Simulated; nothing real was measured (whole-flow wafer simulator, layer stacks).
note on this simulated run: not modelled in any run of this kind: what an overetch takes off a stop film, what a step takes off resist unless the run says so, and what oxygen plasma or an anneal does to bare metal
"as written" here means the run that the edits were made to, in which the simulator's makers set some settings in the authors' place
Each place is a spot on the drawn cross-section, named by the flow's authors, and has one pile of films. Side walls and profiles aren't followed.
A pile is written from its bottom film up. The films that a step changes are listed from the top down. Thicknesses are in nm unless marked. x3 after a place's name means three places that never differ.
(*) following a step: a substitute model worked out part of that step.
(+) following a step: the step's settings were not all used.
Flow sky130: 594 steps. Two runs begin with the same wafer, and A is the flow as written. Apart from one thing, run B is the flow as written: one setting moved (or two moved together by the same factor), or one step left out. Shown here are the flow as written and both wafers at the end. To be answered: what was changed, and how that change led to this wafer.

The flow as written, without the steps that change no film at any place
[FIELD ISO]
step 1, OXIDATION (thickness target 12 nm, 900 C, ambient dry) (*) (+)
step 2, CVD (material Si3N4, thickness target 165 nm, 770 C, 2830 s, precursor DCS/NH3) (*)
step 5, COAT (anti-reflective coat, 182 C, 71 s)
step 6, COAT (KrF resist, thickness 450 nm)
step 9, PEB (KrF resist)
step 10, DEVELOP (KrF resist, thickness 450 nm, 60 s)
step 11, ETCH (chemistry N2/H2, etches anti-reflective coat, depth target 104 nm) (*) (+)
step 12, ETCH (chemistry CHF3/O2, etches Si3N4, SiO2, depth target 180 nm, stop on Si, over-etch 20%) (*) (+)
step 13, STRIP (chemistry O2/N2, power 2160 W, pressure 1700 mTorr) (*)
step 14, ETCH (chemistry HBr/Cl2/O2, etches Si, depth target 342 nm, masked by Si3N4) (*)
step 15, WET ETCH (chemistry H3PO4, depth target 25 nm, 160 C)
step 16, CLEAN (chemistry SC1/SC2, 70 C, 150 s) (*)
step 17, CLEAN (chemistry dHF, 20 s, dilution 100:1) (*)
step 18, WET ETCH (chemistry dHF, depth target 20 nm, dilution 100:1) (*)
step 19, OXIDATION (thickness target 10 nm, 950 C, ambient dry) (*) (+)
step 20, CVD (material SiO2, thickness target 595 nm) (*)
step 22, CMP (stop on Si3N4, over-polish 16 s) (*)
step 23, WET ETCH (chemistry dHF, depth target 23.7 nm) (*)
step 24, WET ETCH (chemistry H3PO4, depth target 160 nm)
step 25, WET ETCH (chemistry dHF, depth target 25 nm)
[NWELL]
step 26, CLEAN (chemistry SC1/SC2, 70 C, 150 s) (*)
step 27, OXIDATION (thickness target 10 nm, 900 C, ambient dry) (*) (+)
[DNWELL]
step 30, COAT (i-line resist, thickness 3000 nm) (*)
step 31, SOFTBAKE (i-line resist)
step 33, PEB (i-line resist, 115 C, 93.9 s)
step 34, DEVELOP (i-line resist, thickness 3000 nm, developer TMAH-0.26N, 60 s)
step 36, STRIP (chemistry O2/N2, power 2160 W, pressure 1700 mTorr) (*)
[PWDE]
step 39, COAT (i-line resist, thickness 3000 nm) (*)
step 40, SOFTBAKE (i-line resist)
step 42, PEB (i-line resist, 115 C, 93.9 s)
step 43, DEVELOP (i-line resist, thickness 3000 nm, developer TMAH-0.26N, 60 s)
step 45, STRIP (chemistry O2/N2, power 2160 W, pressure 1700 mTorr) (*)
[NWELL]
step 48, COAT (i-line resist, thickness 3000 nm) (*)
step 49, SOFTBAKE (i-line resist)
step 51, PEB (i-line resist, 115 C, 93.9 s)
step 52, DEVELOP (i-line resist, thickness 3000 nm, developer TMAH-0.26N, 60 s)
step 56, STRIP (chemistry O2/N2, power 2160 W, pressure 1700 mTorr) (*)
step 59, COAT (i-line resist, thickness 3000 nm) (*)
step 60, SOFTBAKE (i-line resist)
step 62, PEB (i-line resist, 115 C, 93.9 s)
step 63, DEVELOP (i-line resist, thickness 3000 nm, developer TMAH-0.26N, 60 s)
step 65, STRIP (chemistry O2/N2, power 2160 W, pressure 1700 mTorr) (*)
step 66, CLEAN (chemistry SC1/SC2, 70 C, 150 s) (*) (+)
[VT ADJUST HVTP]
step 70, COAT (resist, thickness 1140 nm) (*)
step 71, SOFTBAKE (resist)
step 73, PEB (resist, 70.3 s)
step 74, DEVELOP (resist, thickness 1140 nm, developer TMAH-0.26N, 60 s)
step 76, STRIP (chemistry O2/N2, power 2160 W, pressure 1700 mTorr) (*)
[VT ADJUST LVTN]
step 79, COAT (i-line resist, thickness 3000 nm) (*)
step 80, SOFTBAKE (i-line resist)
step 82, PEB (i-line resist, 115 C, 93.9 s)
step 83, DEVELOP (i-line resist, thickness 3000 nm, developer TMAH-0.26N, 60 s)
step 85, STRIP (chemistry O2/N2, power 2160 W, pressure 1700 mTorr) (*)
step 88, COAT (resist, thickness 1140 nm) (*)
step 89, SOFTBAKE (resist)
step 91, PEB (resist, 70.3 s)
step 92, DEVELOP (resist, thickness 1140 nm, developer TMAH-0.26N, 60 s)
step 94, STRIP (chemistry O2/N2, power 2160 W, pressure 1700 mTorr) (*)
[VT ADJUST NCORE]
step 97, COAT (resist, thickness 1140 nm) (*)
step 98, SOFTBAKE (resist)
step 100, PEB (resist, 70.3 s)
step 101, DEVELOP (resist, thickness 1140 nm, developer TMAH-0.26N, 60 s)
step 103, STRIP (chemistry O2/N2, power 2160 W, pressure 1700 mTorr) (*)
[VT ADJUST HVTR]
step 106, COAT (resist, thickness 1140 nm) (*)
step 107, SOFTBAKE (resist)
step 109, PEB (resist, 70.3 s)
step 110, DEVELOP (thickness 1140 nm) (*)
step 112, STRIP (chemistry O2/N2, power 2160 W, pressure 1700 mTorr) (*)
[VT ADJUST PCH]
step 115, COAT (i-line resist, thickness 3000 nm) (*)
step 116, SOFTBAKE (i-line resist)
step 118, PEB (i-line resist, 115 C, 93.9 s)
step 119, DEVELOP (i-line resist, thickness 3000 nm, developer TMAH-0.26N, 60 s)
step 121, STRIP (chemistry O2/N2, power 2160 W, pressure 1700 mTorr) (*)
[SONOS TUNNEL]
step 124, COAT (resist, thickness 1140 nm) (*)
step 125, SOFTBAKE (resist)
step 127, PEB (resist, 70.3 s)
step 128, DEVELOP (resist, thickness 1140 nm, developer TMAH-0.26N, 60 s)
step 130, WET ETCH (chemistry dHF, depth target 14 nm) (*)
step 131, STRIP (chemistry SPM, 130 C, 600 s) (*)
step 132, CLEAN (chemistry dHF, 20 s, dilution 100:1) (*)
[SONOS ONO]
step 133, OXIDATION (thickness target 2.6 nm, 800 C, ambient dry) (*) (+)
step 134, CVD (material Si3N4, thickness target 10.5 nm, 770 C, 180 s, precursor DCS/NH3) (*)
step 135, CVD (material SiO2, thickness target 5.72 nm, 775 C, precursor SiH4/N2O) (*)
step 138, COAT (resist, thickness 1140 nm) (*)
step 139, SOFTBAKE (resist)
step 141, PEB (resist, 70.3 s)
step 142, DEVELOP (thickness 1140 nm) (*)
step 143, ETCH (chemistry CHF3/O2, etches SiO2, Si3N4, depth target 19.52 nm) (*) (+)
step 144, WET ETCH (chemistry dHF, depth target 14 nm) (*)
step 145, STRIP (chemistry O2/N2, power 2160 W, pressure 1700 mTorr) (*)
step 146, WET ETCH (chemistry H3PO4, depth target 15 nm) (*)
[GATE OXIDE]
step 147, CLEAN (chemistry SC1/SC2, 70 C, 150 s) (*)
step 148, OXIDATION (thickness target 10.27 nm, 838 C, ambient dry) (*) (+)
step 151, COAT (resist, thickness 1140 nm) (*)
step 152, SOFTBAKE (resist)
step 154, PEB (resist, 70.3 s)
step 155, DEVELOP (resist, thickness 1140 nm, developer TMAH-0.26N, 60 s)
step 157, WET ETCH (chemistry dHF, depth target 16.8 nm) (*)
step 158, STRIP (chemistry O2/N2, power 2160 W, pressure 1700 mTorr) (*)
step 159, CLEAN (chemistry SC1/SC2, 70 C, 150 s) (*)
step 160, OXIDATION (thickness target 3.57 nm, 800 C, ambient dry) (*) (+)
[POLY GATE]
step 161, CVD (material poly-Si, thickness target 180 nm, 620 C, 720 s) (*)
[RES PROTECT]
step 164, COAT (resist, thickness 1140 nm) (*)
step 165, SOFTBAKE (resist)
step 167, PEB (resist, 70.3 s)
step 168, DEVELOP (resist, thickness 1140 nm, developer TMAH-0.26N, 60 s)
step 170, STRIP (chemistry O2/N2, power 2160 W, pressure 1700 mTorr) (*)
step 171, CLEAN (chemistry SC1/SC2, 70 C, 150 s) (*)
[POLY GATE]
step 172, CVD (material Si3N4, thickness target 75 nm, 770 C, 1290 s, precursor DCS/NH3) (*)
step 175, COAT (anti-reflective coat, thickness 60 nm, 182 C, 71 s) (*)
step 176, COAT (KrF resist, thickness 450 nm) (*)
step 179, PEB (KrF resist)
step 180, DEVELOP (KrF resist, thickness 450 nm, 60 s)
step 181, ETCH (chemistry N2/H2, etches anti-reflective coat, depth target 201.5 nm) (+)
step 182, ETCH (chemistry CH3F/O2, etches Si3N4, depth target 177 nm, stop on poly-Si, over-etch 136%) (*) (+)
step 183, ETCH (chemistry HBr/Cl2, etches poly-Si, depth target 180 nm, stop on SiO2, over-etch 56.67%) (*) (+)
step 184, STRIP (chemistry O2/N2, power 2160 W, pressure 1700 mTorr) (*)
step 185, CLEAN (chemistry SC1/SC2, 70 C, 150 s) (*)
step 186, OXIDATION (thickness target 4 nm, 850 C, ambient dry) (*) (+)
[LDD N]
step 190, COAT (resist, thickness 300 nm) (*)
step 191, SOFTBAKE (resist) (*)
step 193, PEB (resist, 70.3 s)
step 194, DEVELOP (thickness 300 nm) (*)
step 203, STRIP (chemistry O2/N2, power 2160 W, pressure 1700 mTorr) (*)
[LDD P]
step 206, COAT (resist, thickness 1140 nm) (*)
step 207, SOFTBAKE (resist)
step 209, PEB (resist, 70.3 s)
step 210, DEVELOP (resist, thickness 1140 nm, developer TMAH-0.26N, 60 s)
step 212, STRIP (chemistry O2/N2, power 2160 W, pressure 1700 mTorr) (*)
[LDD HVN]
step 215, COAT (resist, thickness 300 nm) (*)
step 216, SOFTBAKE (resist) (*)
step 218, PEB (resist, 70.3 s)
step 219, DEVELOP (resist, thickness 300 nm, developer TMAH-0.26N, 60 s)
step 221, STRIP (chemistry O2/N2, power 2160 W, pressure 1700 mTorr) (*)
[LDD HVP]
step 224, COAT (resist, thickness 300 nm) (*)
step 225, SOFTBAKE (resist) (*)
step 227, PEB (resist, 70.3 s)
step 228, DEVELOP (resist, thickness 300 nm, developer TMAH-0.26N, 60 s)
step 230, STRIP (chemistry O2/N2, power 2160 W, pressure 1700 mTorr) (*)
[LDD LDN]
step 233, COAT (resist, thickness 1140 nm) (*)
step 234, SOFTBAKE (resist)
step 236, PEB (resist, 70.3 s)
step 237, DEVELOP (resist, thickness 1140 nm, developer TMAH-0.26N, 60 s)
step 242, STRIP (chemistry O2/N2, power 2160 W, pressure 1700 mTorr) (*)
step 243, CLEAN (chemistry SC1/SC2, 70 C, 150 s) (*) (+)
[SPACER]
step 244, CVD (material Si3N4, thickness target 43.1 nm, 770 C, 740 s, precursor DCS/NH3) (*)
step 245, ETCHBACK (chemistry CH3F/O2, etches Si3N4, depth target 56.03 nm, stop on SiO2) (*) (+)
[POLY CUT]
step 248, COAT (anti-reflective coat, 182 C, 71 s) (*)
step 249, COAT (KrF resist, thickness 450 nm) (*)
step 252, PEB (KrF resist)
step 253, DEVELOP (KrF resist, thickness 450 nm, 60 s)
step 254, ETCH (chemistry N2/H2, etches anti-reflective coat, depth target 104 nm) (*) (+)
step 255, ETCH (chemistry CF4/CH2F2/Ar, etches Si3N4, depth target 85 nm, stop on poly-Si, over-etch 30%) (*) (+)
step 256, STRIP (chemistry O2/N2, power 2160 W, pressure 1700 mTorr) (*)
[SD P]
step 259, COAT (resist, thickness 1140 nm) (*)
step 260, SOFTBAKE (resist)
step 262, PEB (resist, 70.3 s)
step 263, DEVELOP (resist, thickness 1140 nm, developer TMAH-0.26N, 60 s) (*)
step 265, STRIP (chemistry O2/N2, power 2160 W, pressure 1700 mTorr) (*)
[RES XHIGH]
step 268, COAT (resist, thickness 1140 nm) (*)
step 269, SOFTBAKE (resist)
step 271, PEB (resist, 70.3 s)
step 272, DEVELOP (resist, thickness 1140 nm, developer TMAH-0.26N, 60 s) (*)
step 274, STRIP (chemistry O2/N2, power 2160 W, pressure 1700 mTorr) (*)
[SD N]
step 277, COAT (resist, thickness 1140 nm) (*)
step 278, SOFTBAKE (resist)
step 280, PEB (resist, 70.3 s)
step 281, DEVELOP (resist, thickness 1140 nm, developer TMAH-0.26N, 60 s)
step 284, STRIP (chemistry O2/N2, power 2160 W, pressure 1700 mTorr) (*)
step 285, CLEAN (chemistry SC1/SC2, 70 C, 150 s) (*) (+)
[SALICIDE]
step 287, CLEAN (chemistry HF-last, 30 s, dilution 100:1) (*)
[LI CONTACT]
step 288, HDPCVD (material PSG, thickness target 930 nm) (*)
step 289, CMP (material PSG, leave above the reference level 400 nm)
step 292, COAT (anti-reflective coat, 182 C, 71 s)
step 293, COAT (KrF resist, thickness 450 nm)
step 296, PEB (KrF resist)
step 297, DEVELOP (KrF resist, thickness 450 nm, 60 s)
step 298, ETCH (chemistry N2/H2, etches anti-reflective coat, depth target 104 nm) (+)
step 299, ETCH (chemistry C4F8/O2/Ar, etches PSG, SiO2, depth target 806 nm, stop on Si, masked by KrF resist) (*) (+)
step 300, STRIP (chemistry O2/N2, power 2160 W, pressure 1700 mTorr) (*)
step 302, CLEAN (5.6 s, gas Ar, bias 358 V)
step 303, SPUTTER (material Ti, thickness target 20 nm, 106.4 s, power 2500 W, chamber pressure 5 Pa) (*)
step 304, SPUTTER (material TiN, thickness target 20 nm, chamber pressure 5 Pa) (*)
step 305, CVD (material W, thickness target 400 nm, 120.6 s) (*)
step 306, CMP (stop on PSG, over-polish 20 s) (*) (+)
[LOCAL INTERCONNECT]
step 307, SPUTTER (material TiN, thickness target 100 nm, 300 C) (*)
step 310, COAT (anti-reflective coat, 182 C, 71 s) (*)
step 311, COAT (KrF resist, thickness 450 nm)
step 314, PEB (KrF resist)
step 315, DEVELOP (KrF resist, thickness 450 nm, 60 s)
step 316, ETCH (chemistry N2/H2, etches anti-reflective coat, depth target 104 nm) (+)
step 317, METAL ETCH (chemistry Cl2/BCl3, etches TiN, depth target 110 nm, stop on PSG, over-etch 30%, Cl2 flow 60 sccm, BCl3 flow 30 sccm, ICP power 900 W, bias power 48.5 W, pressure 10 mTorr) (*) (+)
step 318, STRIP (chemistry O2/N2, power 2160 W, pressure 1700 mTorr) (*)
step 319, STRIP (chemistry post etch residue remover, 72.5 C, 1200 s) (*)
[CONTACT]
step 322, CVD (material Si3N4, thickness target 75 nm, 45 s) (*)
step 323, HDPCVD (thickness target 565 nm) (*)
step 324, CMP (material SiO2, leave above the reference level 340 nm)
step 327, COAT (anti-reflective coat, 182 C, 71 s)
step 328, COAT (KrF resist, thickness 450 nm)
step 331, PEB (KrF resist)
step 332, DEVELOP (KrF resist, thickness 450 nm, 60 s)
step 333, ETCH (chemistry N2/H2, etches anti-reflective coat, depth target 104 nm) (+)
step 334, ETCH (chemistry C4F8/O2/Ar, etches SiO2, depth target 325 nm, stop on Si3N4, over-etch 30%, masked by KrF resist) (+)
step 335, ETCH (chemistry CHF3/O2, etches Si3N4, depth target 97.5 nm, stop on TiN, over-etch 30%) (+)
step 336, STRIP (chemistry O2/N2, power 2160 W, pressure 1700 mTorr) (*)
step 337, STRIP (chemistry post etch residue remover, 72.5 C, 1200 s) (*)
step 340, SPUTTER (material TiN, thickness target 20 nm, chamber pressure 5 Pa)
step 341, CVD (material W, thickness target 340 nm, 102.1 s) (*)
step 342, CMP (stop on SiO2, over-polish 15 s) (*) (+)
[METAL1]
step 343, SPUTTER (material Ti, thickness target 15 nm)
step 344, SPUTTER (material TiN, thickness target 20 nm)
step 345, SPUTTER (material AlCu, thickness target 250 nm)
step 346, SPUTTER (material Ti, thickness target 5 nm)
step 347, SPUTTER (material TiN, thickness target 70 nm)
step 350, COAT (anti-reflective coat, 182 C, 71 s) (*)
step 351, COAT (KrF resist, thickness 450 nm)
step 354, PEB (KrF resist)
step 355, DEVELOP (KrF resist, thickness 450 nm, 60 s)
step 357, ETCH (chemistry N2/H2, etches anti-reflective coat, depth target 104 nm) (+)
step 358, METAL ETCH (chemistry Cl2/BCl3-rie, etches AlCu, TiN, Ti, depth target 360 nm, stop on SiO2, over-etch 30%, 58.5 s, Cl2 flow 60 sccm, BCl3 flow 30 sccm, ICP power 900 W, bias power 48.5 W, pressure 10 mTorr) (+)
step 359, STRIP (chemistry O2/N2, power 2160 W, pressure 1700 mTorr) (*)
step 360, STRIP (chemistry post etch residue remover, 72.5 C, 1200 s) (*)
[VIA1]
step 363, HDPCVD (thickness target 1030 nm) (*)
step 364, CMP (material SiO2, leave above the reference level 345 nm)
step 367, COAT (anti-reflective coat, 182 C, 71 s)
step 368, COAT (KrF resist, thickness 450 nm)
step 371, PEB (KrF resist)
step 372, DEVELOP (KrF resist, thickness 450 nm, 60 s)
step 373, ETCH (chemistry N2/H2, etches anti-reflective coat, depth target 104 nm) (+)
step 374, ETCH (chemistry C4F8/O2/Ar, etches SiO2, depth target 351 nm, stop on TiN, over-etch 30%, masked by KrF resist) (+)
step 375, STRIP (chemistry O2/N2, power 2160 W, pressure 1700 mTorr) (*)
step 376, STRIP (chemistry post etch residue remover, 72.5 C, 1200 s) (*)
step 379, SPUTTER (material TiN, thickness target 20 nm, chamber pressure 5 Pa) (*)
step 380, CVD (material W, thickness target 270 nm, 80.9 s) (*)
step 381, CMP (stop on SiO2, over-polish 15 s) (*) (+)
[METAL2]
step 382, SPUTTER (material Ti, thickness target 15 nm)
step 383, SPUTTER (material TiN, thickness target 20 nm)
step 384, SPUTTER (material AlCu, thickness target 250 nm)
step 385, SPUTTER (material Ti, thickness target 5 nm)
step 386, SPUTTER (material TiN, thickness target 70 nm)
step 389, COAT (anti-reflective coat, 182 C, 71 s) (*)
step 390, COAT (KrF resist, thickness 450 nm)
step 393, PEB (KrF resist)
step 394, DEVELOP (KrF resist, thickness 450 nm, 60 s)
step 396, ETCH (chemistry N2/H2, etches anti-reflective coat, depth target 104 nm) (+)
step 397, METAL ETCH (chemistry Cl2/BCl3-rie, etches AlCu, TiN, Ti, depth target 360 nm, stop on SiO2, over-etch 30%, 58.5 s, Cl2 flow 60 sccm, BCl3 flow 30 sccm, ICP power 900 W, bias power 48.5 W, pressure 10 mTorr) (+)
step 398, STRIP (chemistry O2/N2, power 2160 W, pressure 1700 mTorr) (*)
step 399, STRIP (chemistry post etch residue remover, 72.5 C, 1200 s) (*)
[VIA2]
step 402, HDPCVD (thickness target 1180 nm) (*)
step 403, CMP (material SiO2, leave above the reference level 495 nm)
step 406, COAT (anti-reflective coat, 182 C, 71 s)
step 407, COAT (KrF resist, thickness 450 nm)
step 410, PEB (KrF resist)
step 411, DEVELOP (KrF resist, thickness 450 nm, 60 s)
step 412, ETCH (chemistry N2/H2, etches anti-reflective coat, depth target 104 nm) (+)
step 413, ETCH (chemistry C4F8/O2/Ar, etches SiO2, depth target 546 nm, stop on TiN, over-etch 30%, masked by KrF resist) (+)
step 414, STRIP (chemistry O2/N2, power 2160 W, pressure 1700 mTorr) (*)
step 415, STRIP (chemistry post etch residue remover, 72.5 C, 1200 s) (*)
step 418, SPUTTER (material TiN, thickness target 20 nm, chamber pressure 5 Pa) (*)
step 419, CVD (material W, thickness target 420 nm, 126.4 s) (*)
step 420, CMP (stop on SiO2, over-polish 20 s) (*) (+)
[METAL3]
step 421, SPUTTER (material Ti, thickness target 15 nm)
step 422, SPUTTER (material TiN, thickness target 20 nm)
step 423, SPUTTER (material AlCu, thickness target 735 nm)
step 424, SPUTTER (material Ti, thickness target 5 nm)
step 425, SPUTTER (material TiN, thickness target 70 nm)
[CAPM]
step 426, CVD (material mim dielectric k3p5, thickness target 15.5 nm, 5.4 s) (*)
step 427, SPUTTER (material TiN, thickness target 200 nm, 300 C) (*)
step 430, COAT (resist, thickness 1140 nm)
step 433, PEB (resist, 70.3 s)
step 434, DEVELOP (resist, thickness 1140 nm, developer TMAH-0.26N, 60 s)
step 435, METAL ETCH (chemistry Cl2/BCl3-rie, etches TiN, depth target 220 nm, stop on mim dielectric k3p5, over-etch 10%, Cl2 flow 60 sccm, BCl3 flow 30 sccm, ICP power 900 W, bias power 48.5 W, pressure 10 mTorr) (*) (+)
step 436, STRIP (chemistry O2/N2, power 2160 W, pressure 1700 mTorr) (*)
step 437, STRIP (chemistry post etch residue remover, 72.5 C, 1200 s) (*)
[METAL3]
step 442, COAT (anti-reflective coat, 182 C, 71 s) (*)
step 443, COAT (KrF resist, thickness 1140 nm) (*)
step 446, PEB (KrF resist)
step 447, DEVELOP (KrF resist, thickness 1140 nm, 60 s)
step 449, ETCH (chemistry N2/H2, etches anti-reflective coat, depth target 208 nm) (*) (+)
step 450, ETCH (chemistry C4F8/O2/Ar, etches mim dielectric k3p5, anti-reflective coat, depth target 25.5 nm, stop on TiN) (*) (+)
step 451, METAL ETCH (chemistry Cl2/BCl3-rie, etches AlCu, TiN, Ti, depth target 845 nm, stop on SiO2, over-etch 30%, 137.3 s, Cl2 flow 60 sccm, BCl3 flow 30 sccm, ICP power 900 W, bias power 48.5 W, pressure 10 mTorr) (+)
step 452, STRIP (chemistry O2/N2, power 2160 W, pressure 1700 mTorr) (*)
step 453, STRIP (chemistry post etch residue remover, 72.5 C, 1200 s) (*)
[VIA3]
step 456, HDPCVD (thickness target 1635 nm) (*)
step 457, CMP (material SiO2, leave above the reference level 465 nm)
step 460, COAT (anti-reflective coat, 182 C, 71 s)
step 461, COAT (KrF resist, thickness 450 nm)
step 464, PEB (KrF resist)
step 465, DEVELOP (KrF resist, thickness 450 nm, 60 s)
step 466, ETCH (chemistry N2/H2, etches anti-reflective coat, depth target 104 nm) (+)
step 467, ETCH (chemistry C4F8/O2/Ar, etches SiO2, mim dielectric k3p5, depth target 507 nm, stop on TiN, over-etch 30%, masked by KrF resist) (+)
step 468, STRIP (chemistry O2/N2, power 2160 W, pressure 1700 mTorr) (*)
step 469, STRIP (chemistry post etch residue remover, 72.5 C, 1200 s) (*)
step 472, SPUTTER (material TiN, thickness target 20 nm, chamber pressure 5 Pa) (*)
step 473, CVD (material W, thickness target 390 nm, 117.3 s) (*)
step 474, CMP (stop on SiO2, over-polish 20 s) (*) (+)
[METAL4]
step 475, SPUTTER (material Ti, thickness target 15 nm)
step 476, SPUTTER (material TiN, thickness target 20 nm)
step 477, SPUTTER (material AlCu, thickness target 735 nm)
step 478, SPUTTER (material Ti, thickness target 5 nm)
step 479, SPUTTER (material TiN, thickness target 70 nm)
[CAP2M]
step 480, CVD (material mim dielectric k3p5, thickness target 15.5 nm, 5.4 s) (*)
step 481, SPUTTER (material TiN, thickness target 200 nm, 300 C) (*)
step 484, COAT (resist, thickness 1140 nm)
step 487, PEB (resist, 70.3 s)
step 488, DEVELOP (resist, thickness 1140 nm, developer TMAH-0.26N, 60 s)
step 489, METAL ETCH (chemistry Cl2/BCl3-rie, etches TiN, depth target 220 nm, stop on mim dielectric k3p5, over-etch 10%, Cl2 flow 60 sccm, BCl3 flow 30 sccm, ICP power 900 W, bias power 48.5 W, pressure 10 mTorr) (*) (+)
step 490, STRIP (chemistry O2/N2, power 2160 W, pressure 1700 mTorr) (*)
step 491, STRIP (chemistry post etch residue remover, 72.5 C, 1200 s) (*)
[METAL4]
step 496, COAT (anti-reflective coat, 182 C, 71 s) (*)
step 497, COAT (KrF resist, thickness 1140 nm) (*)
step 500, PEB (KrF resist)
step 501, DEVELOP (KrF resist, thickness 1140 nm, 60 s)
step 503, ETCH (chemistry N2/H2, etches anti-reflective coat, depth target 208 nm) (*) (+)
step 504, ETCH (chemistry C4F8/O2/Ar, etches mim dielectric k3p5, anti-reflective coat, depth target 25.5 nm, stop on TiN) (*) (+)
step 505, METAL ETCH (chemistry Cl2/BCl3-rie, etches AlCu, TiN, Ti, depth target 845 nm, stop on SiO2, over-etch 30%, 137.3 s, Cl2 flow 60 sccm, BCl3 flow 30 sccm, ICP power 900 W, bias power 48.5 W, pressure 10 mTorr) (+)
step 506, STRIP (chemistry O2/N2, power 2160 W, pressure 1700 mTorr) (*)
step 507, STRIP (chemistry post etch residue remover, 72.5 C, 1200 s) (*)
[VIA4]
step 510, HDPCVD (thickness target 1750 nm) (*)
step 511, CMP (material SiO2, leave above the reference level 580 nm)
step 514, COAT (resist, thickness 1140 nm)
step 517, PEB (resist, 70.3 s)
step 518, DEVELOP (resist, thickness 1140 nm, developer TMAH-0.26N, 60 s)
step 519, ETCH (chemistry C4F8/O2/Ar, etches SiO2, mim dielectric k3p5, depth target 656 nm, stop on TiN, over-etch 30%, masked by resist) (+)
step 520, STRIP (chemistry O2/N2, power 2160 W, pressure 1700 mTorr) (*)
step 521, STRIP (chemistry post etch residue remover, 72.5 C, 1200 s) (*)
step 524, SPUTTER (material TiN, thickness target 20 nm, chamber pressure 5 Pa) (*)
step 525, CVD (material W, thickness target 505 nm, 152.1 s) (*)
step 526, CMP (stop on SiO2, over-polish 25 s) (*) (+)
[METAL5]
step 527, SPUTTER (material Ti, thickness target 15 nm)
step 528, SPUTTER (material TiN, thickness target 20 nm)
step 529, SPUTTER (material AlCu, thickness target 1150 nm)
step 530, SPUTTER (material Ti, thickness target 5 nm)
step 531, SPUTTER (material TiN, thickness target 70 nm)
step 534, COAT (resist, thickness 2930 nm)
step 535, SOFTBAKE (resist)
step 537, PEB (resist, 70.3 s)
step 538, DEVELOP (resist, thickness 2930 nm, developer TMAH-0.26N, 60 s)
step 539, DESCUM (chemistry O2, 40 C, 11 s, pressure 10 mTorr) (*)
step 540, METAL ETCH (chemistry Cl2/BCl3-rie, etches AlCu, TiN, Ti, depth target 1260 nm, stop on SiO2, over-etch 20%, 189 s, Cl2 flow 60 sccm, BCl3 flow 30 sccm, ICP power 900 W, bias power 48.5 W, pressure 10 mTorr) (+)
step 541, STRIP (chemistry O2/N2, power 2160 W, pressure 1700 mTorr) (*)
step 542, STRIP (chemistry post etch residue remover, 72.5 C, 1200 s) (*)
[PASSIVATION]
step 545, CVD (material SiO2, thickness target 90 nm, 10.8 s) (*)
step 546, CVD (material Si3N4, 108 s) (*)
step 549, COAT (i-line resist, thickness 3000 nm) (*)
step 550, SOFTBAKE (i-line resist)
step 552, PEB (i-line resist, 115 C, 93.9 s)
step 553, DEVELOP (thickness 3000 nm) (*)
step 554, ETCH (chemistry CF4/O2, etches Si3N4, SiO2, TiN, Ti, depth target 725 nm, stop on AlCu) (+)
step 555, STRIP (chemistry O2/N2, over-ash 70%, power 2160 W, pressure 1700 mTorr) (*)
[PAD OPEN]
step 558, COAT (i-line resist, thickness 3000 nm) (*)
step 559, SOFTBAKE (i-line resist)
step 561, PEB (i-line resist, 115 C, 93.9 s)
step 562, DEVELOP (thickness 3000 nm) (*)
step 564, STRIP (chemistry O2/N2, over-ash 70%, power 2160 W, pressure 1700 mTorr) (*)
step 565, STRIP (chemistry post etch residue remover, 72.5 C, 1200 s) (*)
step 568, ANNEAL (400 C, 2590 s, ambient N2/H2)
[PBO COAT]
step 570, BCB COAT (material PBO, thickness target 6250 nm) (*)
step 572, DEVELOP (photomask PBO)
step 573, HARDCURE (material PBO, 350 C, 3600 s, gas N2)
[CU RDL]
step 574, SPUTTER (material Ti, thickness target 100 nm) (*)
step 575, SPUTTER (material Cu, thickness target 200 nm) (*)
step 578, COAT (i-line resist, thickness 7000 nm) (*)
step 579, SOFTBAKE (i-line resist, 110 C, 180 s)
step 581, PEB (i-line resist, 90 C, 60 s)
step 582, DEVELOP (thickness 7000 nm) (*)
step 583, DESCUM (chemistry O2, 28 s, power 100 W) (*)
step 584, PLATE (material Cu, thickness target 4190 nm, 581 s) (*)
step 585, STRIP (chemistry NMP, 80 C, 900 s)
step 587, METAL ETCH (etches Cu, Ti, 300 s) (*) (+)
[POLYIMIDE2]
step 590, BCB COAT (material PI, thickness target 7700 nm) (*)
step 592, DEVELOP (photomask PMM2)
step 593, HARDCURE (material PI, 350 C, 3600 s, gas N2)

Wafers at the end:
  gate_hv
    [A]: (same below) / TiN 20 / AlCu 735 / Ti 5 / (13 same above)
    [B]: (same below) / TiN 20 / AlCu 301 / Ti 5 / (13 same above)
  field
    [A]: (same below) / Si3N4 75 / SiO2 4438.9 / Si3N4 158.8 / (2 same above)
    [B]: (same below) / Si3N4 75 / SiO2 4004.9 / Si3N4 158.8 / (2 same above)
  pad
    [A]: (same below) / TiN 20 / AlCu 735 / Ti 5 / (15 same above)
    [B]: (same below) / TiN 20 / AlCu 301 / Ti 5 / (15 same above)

What caused this: step 423, SPUTTER: thickness target 301 nm was run, while the flow as written has thickness target 735 nm.
One can read it off the wafer: gate_hv has AlCu 301, and step 423 as written asks for 735 nm.

The path from the change to this, step by step:
  step 423, SPUTTER (material AlCu, thickness target 735 nm)
      field, active, n_well and 188 more: A +735 AlCu (new film) | B +301 AlCu (new film)
  step 451, METAL ETCH (chemistry Cl2/BCl3-rie, etches AlCu, TiN, Ti, depth target 845 nm, stop on SiO2, over-etch 30%, 137.3 s, Cl2 flow 60 sccm, BCl3 flow 30 sccm, ICP power 900 W, bias power 48.5 W, pressure 10 mTorr) (+)
      field, gate, spacer and 68 more: A -70 TiN (all of it), -5 Ti (all of it), -735 AlCu (all of it), -20 TiN (all of it), -15 Ti (all of it), -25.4 SiO2 | B -70 TiN (all of it), -5 Ti (all of it), -301 AlCu (all of it), -20 TiN (all of it), -15 Ti (all of it), -68.8 SiO2
      active, vpp_ln, vpp_iso2 and 11 more: A -70 TiN (all of it), -5 Ti (all of it), -735 AlCu (all of it), -20 TiN (all of it), -15 Ti (all of it), -25.3 SiO2 | B -70 TiN (all of it), -5 Ti (all of it), -301 AlCu (all of it), -20 TiN (all of it), -15 Ti (all of it), -68.8 SiO2
  step 457, CMP (material SiO2, leave above the reference level 465 nm)
      field, active, gate and 80 more: A -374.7 SiO2 | B -765.2 SiO2
      poly_licon, rpo_hd_licon: A -374.7 SiO2 | B -765.3 SiO2
